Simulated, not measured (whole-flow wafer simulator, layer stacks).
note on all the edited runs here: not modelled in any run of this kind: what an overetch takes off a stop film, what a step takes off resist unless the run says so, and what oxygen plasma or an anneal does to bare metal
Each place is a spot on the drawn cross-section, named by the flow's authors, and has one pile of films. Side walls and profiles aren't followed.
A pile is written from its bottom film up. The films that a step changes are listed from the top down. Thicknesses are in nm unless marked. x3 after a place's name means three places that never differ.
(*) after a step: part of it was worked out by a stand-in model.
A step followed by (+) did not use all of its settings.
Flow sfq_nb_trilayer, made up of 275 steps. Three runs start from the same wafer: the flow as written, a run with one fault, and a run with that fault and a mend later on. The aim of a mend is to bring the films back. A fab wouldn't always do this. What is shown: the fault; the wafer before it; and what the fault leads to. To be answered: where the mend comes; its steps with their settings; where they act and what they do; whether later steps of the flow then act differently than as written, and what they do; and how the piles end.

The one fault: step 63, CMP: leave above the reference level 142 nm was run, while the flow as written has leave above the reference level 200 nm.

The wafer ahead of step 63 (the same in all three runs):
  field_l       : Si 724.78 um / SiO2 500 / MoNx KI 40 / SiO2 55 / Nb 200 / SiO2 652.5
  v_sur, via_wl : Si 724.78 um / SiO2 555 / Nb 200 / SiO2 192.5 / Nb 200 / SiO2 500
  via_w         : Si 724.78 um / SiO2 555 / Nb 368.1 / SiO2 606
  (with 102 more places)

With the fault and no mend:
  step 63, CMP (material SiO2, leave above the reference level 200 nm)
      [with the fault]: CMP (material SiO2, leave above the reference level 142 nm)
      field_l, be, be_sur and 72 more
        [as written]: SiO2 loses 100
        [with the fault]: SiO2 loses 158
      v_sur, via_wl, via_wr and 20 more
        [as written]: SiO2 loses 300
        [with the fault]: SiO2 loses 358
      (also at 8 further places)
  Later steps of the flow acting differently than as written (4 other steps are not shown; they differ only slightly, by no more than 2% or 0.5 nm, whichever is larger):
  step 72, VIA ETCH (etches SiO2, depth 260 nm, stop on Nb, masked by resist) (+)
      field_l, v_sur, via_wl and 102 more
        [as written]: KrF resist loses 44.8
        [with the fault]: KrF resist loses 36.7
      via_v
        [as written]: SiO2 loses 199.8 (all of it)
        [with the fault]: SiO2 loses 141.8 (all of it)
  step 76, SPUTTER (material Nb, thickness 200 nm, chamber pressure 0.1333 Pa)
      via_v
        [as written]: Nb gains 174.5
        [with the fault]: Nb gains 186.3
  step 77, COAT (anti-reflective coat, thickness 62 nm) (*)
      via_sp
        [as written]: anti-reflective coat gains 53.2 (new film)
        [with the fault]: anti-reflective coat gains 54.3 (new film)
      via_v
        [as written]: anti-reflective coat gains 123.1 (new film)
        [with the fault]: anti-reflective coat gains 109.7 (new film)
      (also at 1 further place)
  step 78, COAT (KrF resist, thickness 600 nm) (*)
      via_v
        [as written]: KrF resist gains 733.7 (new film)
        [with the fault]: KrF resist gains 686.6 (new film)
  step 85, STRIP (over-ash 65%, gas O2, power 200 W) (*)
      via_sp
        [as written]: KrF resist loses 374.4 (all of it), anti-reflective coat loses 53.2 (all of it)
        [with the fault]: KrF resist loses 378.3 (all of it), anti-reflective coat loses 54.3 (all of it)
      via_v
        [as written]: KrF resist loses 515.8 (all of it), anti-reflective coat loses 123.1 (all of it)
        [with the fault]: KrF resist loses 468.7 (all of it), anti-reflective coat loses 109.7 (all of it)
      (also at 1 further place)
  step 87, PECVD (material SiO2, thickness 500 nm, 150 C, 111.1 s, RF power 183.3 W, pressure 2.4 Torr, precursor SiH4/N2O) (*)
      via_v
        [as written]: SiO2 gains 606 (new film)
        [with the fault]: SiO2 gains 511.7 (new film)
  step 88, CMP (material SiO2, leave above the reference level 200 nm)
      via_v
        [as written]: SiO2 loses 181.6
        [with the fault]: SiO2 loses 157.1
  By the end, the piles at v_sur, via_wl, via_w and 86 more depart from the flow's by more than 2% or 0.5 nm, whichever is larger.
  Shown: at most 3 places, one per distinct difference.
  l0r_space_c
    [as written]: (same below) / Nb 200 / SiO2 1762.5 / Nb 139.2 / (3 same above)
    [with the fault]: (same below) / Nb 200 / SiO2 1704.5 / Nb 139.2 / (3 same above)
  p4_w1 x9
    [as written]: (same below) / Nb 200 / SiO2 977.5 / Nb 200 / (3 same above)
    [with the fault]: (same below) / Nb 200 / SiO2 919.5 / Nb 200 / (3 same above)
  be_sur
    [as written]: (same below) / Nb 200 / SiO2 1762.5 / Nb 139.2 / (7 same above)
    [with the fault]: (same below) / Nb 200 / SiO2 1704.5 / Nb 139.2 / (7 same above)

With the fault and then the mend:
  The mend follows step 70.
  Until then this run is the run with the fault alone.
  step 70a, STRIP (over-ash 65%, gas O2, power 200 W) (*)
      field_l, v_sur, via_wl and 102 more
        KrF resist loses 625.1 (all of it), anti-reflective coat loses 62 (all of it)
      via_v
        anti-reflective coat loses 62 (all of it)
  step 70b, PECVD (material SiO2, thickness 58 nm, 150 C, 12.89 s, RF power 183.3 W, pressure 2.4 Torr, precursor SiH4/N2O) (the flow's step 62, run once more with other settings)
      field_l, v_sur, via_wl and 103 more
        SiO2 gains 58
  step 70c, COAT (anti-reflective coat, thickness 62 nm) (the flow's step 65, run once more)
      field_l, v_sur, via_wl and 103 more
        anti-reflective coat gains 62 (new film)
  step 70d, COAT (KrF resist, thickness 650 nm) (the flow's step 66, run once more)
      field_l, v_sur, via_wl and 103 more
        KrF resist gains 650 (new film)
  step 70e, SOFTBAKE (KrF resist) (the flow's step 67, run once more)
      alters no film at any place that is followed
  step 70f, EXPOSE (photomask I1, dose 11.91 mJ/cm2, NA 0.6, wavelength 248 nm) (*) (the flow's step 68, run once more)
      alters no film at any place that is followed
  step 70g, PEB (KrF resist, 90 s) (the flow's step 69, run once more)
      field_l, v_sur, via_wl and 103 more
        KrF resist loses 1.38
  step 70h, DEVELOP (KrF resist, thickness 650 nm, 60 s) (the flow's step 70, run once more)
      field_l, v_sur, via_wl and 102 more
        KrF resist loses 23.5
      via_v
        KrF resist loses 648.6 (all of it)
  None of the later steps of the flow differs from how it acts as written, at any place that is followed, by more than 2% or 0.5 nm, whichever is larger.
  At the end the piles are close to the flow's at the places that both follow, differing by at most 2% or 0.5 nm, whichever is larger.
